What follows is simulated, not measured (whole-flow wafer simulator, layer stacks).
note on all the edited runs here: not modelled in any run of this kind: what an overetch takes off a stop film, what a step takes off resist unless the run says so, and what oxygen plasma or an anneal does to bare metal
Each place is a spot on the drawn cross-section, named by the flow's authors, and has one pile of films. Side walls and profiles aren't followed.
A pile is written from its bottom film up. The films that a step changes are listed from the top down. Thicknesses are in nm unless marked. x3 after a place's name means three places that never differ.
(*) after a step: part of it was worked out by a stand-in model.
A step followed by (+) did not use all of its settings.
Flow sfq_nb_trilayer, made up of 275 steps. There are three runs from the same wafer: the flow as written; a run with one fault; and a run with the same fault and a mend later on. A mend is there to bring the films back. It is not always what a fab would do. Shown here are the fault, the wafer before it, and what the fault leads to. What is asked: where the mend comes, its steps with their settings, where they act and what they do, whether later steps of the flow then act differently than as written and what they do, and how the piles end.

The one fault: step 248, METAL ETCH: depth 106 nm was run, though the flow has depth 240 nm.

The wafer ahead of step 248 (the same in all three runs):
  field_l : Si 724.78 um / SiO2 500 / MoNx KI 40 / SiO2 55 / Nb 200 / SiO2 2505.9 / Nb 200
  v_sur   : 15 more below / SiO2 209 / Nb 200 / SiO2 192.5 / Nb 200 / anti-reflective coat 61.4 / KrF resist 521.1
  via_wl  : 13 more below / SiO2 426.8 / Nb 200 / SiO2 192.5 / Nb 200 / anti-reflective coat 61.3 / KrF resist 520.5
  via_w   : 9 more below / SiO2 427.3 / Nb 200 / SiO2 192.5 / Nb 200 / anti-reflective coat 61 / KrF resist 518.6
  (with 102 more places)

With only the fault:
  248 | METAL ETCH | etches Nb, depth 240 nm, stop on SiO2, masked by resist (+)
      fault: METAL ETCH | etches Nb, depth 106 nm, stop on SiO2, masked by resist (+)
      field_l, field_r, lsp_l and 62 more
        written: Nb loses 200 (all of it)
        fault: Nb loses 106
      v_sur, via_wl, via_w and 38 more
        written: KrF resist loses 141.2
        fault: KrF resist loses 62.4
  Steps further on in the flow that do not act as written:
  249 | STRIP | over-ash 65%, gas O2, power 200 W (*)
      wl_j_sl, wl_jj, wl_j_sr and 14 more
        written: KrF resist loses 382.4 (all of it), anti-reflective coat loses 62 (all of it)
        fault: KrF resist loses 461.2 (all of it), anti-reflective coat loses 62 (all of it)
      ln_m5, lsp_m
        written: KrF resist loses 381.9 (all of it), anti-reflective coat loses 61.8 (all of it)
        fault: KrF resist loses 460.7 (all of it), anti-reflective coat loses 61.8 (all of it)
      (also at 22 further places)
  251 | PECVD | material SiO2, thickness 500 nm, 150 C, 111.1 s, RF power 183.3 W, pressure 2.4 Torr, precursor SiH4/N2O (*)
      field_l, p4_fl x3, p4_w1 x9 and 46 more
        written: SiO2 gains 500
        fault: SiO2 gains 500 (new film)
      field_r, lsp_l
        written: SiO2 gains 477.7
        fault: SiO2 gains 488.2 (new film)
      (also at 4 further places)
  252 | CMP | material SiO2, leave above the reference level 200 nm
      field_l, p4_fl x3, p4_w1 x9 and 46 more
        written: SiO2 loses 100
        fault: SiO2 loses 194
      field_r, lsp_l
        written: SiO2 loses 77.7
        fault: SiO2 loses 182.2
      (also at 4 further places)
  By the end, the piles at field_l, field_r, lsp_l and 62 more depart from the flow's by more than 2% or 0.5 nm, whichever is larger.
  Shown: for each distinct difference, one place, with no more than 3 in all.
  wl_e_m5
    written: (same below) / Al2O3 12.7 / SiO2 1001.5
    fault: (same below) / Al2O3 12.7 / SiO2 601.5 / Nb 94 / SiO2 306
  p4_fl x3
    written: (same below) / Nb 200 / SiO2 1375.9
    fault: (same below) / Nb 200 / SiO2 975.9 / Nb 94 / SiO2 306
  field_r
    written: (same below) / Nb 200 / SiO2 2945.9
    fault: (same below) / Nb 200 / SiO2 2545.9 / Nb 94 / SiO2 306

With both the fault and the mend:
  The mend follows step 248.
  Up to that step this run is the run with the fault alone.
  248a | METAL ETCH | etches Nb, depth 134 nm, stop on SiO2, masked by resist (+) (a further turn of the flow's step 248, with different settings)
      field_l, field_r, lsp_l and 62 more
        Nb loses 94 (all of it)
      v_sur, via_wl, via_w and 38 more
        KrF resist loses 78.8
  Later steps of the flow that are run all act as written at every place that is followed.
  At every place that both follow, the piles at the end match the flow's.
